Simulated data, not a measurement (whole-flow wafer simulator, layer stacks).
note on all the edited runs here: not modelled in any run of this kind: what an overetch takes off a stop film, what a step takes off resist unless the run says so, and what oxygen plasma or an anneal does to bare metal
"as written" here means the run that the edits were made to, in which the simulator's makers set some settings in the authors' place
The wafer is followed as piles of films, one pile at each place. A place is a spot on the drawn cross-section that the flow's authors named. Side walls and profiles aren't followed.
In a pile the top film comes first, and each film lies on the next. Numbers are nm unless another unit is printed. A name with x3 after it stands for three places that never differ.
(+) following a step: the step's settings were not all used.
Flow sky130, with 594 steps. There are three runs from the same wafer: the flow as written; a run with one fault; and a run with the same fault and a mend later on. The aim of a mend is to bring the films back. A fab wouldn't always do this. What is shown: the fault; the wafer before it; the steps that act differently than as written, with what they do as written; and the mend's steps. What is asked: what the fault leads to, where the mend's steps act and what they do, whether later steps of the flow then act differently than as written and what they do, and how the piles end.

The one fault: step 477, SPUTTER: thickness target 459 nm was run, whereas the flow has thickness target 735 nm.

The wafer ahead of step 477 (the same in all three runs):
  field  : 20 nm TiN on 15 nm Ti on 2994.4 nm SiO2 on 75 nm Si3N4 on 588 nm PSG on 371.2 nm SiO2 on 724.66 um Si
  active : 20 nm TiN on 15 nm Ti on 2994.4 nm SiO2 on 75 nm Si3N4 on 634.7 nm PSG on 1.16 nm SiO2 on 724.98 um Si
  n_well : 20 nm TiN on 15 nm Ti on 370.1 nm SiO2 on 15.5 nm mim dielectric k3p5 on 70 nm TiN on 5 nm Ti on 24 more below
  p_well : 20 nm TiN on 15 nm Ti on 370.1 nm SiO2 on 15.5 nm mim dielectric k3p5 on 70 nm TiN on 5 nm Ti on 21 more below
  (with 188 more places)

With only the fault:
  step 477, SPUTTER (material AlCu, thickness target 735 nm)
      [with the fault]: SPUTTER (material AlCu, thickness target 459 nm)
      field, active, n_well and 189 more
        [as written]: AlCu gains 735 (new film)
        [with the fault]: AlCu gains 459 (new film)
  Steps further on in the flow that do not act as written (15 more steps, not shown, differ only slightly: by at most 2% or 0.5 nm, whichever is larger):
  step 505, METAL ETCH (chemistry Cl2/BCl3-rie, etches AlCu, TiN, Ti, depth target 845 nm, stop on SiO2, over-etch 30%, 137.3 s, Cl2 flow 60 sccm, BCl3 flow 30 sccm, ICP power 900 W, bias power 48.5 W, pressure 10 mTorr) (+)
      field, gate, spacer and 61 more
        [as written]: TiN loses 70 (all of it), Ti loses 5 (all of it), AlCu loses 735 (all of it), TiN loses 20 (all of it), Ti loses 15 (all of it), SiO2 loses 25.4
        [with the fault]: TiN loses 70 (all of it), Ti loses 5 (all of it), AlCu loses 459 (all of it), TiN loses 20 (all of it), Ti loses 15 (all of it), SiO2 loses 52.9
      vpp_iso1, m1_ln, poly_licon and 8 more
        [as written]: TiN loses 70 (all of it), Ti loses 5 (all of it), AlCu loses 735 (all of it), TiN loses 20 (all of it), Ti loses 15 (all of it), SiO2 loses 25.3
        [with the fault]: TiN loses 70 (all of it), Ti loses 5 (all of it), AlCu loses 459 (all of it), TiN loses 20 (all of it), Ti loses 15 (all of it), SiO2 loses 52.9
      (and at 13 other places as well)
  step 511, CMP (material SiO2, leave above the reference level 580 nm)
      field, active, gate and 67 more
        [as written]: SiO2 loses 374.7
        [with the fault]: SiO2 loses 623.1
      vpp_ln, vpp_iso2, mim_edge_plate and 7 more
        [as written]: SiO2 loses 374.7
        [with the fault]: SiO2 loses 623
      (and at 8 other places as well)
  The piles end different from the flow's at field, active, n_well and 190 more by more than 2% or 0.5 nm, whichever is larger.
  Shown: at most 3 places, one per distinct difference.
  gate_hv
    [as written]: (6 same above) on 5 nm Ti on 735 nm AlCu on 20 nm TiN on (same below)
    [with the fault]: (6 same above) on 5 nm Ti on 459 nm AlCu on 20 nm TiN on (same below)
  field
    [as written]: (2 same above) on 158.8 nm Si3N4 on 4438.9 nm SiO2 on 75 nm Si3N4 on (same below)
    [with the fault]: (2 same above) on 158.8 nm Si3N4 on 4162.9 nm SiO2 on 75 nm Si3N4 on (same below)
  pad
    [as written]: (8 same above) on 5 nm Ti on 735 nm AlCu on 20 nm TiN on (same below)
    [with the fault]: (8 same above) on 5 nm Ti on 459 nm AlCu on 20 nm TiN on (same below)

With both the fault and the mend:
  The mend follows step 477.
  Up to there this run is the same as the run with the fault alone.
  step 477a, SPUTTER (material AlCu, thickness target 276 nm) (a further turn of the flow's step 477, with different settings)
      field, active, n_well and 189 more
        AlCu gains 276
  Later steps of the flow that are run all act as written at every place that is followed.
  By the end, the piles equal the flow's at every place that both follow.
